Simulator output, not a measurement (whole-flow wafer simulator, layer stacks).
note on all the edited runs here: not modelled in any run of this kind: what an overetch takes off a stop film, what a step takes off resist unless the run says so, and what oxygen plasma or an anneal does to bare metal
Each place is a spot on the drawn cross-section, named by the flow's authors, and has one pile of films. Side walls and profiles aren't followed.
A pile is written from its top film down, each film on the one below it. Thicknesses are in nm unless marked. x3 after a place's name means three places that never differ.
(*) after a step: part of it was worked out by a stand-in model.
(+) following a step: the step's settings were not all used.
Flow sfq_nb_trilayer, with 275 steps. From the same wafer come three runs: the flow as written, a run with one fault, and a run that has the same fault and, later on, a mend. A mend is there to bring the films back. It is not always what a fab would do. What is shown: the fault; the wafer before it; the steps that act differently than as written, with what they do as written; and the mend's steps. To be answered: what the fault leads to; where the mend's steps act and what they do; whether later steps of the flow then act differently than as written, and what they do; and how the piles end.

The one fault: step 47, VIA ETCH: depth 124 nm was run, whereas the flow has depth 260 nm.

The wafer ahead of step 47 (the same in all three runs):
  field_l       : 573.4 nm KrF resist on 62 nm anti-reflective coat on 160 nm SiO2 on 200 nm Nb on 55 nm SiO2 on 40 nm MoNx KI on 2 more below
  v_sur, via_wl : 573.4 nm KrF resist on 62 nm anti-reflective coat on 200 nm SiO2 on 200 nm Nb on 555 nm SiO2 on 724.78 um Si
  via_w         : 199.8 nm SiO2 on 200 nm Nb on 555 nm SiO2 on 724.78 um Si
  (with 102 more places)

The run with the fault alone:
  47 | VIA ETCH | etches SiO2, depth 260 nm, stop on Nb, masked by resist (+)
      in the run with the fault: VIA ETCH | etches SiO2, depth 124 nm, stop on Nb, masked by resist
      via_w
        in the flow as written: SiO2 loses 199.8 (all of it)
        in the run with the fault: SiO2 loses 124
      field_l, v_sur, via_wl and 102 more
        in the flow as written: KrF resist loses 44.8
        in the run with the fault: KrF resist loses 21.4
  Steps later in the flow that act otherwise than as written (3 other steps are not shown; they differ only slightly, by no more than 2% or 0.5 nm, whichever is larger):
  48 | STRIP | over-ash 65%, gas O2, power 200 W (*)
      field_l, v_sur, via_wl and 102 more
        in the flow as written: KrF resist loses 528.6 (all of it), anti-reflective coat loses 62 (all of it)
        in the run with the fault: KrF resist loses 552.1 (all of it), anti-reflective coat loses 62 (all of it)
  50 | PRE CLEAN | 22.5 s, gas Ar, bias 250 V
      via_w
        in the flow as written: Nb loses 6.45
        in the run with the fault: SiO2 loses 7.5
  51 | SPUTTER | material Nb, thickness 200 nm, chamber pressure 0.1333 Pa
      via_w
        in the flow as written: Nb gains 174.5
        in the run with the fault: Nb gains 189.5 (new film)
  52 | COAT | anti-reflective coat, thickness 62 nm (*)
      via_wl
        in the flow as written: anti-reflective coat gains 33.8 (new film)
        in the run with the fault: anti-reflective coat gains 38.7 (new film)
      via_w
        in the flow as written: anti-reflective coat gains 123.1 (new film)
        in the run with the fault: anti-reflective coat gains 106.1 (new film)
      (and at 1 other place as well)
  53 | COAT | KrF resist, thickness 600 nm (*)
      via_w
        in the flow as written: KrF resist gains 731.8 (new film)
        in the run with the fault: KrF resist gains 671.2 (new film)
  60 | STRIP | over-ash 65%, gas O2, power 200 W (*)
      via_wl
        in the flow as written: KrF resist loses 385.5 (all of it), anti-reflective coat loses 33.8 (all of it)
        in the run with the fault: KrF resist loses 390.1 (all of it), anti-reflective coat loses 38.7 (all of it)
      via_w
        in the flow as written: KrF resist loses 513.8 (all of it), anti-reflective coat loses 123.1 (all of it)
        in the run with the fault: KrF resist loses 453.4 (all of it), anti-reflective coat loses 106.1 (all of it)
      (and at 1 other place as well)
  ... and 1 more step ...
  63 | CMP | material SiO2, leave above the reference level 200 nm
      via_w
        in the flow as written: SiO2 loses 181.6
        in the run with the fault: SiO2 loses 165.4
  At via_w, the piles at the end differ from the flow's by more than 2% or 0.5 nm, whichever is larger.
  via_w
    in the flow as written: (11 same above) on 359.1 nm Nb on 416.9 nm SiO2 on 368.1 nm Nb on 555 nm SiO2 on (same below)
    in the run with the fault: (11 same above) on 359.1 nm Nb on 327.1 nm SiO2 on 189.5 nm Nb on 68.3 nm SiO2 on 200 nm Nb on 555 nm SiO2 on (same below)

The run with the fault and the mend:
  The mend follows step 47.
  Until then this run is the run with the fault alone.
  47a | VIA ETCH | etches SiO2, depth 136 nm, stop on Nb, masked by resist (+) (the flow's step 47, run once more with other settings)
      field_l, v_sur, via_wl and 102 more
        KrF resist loses 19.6
      via_w
        SiO2 loses 75.8 (all of it)
  Later steps of the flow that are run all act as written at every place that is followed, up to a difference of at most 2% or 0.5 nm, whichever is larger.
  The piles end the same as the flow's at every place that both follow.
